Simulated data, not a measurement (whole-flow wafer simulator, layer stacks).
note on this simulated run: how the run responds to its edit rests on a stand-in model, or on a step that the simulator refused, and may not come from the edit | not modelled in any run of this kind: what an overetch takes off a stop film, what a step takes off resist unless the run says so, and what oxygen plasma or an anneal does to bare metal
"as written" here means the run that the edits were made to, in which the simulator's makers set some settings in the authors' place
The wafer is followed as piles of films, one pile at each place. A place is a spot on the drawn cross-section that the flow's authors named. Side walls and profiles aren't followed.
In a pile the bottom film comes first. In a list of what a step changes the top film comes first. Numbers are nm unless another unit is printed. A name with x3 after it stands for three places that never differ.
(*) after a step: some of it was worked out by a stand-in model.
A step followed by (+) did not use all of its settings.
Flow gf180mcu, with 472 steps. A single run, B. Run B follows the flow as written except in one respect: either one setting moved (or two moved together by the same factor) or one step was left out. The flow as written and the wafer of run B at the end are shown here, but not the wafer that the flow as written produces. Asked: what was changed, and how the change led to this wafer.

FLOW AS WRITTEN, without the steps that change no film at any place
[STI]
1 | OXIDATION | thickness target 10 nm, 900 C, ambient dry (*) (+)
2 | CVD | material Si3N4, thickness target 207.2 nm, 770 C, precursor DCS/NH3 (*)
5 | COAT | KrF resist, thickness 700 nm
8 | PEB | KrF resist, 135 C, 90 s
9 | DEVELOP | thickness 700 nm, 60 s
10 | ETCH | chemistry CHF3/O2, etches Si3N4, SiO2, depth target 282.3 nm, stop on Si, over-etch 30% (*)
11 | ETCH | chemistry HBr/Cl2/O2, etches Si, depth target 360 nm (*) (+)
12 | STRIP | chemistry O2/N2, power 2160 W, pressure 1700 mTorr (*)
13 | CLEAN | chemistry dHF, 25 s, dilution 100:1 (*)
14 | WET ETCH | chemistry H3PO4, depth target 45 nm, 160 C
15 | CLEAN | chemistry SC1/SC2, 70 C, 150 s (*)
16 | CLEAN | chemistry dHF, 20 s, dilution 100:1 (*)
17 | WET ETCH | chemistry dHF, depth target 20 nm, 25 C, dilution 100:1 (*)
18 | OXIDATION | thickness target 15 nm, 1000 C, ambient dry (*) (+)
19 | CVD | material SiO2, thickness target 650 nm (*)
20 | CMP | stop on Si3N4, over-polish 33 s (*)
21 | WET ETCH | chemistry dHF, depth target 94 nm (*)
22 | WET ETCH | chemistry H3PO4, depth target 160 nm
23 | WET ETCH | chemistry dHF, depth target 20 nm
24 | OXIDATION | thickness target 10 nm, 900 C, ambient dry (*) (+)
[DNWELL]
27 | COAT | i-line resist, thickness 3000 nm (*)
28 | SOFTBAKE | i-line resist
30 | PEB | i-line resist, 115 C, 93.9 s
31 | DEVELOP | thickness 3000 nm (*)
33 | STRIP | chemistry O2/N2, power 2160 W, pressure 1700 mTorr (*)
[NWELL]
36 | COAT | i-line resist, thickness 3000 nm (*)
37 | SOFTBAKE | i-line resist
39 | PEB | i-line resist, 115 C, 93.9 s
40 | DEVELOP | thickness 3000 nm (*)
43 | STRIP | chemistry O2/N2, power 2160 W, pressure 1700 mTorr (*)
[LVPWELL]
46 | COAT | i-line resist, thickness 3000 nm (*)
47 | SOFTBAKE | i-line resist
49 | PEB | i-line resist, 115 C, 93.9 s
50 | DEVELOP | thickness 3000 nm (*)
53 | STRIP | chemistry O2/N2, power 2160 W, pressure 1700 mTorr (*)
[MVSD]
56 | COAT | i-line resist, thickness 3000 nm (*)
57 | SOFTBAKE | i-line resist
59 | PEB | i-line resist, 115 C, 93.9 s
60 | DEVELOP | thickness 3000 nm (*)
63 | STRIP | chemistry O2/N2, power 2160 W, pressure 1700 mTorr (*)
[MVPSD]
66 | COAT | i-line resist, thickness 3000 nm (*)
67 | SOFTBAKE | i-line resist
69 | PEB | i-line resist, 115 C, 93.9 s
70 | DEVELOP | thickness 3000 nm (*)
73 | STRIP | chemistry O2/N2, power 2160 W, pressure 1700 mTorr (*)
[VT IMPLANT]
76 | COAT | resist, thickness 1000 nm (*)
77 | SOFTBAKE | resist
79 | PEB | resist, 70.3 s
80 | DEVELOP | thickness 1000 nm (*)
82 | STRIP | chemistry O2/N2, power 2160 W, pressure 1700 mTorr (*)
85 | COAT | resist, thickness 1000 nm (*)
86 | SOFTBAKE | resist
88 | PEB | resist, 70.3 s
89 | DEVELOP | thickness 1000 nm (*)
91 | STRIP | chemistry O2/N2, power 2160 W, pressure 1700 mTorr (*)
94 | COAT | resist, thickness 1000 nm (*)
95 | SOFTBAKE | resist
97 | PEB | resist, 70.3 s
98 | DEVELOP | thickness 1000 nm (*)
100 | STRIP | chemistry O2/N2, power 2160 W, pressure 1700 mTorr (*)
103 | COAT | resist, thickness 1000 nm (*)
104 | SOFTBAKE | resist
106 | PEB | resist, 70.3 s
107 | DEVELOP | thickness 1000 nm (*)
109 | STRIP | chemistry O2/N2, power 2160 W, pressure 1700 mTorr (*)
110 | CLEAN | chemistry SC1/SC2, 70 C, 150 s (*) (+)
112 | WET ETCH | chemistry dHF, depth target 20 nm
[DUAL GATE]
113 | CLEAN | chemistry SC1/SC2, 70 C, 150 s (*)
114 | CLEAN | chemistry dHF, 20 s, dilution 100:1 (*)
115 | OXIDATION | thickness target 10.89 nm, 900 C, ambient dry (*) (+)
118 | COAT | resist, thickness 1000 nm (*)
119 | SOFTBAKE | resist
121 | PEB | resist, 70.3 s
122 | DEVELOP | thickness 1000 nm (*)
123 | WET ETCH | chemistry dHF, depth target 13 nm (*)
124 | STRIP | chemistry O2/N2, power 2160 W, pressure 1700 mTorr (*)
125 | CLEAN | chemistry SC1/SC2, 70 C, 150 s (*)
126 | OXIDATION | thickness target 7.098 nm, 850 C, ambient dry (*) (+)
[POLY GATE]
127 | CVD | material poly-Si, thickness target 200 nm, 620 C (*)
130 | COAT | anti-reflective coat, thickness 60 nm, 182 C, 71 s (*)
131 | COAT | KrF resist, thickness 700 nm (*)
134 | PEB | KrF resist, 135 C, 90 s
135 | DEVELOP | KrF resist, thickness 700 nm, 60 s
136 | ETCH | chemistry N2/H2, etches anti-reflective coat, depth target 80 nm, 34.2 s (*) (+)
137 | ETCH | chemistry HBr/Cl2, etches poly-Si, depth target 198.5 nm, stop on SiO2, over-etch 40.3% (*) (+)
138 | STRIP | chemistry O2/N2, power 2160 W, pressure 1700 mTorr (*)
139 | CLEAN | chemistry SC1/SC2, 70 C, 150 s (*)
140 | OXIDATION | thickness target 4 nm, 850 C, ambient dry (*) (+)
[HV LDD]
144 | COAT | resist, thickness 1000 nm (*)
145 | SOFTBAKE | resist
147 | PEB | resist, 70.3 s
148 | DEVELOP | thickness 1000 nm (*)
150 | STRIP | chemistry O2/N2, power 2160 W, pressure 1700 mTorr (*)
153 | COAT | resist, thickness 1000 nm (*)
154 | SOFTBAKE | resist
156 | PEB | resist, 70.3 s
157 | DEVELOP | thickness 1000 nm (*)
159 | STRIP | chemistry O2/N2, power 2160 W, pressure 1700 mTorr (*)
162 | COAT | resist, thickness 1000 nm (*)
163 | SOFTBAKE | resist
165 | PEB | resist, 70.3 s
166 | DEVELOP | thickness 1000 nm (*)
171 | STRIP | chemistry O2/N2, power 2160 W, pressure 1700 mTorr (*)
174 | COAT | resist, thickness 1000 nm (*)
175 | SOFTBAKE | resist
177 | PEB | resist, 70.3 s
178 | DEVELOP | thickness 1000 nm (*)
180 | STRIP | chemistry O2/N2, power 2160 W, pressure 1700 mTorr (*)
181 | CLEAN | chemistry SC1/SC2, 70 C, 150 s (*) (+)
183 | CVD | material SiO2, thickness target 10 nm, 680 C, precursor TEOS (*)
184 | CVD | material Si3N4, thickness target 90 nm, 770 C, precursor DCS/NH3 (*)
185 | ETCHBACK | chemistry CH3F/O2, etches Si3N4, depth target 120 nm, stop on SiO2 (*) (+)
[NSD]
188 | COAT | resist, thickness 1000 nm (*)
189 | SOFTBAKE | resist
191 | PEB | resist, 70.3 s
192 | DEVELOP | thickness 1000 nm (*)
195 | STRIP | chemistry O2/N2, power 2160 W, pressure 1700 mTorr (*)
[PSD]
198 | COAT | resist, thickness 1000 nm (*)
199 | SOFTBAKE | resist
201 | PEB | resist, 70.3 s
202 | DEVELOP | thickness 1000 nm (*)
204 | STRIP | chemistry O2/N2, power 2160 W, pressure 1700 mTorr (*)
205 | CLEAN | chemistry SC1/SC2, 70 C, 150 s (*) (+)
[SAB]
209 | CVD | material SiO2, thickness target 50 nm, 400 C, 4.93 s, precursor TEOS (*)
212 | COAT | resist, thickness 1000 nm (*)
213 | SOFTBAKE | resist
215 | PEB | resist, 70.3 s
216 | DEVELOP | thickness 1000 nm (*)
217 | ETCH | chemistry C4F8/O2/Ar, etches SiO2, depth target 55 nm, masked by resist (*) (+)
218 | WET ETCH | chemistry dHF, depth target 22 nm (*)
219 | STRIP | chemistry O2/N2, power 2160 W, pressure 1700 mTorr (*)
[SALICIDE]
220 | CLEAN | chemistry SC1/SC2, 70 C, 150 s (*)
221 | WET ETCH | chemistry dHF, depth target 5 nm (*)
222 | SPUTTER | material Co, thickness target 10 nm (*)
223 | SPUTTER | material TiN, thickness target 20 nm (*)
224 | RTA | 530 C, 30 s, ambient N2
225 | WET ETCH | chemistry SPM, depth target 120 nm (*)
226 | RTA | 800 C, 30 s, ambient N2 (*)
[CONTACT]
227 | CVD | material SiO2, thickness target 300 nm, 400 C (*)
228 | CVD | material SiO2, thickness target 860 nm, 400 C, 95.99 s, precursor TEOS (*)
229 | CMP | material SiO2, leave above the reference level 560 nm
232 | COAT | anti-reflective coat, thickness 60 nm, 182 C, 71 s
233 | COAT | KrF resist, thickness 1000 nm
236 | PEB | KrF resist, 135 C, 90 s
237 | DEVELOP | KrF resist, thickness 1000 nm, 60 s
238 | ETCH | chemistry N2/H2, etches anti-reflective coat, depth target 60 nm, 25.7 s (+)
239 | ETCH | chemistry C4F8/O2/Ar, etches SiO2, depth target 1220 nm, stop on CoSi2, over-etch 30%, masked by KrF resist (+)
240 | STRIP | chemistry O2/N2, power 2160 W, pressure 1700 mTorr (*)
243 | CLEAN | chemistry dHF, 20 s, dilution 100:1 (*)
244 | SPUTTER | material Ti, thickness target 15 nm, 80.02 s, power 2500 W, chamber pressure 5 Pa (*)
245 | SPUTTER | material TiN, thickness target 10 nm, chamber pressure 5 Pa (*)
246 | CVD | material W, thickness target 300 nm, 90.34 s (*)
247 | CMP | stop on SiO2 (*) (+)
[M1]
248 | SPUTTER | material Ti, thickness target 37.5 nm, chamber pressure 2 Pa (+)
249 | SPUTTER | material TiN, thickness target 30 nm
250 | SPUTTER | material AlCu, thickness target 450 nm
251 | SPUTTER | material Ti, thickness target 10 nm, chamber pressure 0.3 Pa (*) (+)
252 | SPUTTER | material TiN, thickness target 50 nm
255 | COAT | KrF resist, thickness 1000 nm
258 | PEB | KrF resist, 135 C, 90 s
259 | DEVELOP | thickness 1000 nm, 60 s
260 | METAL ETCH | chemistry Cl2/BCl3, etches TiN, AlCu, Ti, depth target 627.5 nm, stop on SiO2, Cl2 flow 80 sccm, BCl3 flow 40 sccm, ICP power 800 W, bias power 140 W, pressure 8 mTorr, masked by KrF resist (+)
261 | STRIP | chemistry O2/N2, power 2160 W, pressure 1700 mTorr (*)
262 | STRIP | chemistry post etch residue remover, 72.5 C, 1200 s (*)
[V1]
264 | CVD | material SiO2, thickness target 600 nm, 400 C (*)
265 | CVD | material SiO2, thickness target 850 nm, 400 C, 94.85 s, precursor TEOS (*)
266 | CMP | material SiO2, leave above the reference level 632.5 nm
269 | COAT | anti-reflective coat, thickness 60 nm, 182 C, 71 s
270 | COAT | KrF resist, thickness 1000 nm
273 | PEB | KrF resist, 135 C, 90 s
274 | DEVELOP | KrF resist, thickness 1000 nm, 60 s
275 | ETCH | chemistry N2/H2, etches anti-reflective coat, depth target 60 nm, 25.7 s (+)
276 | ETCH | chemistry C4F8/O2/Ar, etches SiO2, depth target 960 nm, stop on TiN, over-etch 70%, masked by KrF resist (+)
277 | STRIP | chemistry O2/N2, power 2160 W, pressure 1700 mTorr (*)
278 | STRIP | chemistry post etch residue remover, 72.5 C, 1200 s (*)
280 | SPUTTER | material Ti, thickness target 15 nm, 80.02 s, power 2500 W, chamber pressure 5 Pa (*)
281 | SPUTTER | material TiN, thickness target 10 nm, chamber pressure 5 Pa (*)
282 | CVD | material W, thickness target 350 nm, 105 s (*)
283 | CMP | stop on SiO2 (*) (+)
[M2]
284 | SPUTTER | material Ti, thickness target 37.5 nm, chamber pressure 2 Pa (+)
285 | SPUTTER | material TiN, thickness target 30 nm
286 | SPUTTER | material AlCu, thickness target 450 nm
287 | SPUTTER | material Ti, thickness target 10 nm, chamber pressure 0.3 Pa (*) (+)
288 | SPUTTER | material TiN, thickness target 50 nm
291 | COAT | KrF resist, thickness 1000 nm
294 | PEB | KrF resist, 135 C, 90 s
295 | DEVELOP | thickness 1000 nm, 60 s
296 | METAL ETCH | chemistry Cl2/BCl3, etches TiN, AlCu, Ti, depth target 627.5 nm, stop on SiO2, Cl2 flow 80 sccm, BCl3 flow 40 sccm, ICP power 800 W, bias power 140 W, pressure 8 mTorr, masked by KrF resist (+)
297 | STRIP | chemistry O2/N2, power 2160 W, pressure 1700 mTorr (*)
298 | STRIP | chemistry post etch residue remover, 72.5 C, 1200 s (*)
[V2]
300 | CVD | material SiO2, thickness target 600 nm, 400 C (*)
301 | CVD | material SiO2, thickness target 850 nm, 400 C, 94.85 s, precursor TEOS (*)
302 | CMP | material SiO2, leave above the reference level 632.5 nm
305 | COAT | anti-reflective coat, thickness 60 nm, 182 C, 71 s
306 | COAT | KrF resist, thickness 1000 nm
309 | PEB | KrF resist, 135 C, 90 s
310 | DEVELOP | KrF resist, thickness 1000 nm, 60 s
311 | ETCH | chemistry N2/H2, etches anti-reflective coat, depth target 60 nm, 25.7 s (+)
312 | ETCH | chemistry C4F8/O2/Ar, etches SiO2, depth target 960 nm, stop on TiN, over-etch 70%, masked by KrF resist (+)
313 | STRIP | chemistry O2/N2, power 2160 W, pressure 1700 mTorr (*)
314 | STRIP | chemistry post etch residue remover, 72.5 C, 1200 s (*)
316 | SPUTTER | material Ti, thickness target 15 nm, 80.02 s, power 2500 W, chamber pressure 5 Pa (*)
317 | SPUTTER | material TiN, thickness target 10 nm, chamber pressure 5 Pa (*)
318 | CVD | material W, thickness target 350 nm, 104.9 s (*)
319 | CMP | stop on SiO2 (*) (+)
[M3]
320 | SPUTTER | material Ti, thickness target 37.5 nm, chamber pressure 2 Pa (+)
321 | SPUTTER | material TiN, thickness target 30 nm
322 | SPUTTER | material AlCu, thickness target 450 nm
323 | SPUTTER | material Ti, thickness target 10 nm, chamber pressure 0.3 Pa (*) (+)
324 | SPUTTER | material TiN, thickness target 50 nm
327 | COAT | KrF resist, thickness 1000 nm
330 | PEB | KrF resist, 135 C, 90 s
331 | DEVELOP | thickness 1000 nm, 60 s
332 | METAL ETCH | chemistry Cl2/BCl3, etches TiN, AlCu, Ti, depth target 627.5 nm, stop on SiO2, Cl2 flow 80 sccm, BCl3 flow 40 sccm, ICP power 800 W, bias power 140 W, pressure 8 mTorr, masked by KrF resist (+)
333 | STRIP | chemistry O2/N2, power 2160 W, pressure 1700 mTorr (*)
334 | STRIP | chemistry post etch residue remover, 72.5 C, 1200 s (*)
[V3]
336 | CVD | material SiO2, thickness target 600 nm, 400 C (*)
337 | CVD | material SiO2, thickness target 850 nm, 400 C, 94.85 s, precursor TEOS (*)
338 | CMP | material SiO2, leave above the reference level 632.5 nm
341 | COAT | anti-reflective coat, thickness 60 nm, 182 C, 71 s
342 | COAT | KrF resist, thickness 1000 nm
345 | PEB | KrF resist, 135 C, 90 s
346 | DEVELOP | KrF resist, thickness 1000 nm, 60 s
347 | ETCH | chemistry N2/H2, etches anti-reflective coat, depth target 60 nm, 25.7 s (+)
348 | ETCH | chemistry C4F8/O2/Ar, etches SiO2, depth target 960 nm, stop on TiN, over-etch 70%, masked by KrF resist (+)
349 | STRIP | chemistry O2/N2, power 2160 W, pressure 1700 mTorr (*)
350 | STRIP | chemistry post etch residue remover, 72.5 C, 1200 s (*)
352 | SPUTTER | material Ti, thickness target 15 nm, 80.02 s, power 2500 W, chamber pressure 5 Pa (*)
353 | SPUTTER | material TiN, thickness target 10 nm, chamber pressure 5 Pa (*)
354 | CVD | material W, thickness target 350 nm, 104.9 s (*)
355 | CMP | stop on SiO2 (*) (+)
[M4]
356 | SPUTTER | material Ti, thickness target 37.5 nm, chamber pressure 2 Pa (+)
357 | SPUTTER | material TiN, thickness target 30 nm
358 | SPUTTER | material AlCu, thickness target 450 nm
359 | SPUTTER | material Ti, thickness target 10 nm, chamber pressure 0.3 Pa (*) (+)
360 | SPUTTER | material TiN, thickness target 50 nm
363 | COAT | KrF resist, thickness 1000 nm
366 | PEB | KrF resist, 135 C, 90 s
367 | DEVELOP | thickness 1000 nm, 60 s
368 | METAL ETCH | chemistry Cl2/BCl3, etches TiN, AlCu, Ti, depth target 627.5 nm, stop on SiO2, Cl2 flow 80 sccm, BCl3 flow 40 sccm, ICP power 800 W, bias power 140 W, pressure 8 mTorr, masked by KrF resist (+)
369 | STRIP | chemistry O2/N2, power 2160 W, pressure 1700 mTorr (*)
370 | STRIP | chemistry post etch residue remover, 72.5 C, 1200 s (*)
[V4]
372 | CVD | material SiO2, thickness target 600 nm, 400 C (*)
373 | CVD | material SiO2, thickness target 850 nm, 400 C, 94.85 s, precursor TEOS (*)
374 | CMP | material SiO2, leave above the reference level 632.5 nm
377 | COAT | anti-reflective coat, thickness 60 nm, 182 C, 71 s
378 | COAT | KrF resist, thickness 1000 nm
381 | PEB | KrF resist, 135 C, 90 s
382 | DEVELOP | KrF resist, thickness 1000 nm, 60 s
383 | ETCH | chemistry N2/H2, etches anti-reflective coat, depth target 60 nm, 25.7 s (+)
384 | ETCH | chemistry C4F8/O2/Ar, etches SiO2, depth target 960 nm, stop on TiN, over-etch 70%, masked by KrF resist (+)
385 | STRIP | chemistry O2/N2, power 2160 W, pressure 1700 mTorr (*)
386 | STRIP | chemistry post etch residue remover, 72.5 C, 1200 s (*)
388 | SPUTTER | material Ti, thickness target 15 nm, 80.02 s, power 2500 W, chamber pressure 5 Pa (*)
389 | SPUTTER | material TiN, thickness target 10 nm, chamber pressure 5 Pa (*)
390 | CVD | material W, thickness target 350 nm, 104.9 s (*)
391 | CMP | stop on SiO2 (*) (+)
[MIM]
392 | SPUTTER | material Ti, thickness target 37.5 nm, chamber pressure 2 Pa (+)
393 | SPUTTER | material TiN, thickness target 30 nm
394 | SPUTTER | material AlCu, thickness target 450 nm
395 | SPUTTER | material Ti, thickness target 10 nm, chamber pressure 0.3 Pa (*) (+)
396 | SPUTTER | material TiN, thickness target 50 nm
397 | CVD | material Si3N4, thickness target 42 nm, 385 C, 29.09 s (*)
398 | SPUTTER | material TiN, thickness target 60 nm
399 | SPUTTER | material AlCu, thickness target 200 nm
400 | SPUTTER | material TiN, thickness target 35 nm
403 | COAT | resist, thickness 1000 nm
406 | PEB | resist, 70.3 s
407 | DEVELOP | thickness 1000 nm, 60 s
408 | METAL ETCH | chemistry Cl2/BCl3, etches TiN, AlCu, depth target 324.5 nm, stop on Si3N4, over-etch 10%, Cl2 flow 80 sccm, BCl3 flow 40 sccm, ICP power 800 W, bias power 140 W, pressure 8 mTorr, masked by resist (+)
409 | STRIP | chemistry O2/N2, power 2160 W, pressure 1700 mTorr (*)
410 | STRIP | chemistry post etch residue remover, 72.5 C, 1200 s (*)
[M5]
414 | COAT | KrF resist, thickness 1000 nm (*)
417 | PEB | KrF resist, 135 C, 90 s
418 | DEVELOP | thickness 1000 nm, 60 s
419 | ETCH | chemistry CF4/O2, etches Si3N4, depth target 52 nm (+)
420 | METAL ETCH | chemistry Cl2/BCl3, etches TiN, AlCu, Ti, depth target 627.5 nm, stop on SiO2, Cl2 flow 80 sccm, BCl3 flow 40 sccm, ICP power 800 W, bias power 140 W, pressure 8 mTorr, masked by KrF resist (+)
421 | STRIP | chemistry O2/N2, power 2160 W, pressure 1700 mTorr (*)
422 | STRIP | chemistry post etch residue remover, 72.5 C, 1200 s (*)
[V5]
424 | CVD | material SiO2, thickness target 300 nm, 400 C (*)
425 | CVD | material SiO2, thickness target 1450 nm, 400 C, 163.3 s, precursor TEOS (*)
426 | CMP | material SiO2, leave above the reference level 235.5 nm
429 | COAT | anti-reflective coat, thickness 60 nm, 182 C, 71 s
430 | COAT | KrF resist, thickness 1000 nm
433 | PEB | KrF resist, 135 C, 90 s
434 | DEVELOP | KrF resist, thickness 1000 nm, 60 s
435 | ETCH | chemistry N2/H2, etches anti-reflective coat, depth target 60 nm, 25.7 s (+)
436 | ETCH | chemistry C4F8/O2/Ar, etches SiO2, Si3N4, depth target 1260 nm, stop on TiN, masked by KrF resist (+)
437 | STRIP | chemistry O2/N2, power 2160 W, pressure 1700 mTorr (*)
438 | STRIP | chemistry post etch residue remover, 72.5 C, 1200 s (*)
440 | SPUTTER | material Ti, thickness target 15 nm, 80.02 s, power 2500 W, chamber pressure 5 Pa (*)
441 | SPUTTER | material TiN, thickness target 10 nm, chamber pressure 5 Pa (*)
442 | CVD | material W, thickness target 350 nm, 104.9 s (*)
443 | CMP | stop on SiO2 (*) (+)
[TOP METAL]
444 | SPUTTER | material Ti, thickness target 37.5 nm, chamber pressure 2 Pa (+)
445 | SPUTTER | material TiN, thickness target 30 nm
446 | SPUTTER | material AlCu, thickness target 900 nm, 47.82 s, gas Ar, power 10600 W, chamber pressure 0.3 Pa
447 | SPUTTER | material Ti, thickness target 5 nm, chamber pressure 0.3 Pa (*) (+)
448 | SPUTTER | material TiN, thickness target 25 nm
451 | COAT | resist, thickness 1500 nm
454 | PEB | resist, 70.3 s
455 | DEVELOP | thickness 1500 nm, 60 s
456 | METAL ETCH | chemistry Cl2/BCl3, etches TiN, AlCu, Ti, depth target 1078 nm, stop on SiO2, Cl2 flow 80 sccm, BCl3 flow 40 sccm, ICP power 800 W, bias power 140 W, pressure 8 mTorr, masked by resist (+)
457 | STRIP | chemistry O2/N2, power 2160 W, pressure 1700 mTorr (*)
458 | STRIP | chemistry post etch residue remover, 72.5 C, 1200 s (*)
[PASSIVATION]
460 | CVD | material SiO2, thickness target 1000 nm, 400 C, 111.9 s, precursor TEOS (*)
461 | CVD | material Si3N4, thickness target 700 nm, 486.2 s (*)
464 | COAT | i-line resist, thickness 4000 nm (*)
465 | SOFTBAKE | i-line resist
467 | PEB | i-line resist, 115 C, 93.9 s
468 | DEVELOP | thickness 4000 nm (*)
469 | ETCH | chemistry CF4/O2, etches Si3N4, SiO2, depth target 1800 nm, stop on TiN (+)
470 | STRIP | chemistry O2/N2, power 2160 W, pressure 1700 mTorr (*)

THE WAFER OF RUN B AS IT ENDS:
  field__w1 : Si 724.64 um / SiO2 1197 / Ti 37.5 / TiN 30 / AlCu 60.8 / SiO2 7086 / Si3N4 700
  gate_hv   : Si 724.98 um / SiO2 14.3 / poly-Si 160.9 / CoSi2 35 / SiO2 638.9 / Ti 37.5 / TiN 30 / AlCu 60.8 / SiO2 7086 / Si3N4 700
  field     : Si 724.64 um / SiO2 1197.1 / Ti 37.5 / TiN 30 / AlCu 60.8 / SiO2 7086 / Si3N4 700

What caused this: step 250, SPUTTER: thickness target 634 nm was run, whereas the flow has thickness target 450 nm.

How this came from the change, step by step:
  250 | SPUTTER | material AlCu, thickness target 450 nm
      field, field__w1, field__w2 and 108 more: AlCu gains 634 (new film) (as written it would have been: AlCu gains 450 (new film))
  260 | METAL ETCH | chemistry Cl2/BCl3, etches TiN, AlCu, Ti, depth target 627.5 nm, stop on SiO2, Cl2 flow 80 sccm, BCl3 flow 40 sccm, ICP power 800 W, bias power 140 W, pressure 8 mTorr, masked by KrF resist (+)
      field, field__w1, field__w2 and 99 more: TiN loses 50 (all of it), Ti loses 10 (all of it), AlCu loses 567.5 (as written it would have been: TiN loses 50 (all of it), Ti loses 10 (all of it), AlCu loses 450 (all of it), TiN loses 30 (all of it), Ti loses 37.5 (all of it))
  262 | STRIP | chemistry post etch residue remover, 72.5 C, 1200 s (*)
      field, field__w1, field__w2 and 99 more: AlCu loses 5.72 (as written it would have been: nothing)
  264 | CVD | material SiO2, thickness target 600 nm, 400 C (*)
      field, field__w1, field__w2 and 99 more: SiO2 gains 600 (new film) (as written it would have been: SiO2 gains 600)
  266 | CMP | material SiO2, leave above the reference level 632.5 nm
      field, field__w1, field__w2 and 99 more: SiO2 loses 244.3 (as written it would have been: SiO2 loses 300)
Taking metal films that touch as one body, field__w1 has 1 body; the flow as written gives 0 bodies.
Taking metal films that touch as one body, gate_hv has 2 bodies (between them, from the top down: SiO2 638.9); the flow as written gives 1 body.
Taking metal films that touch as one body, field has 1 body; the flow as written gives 0 bodies.
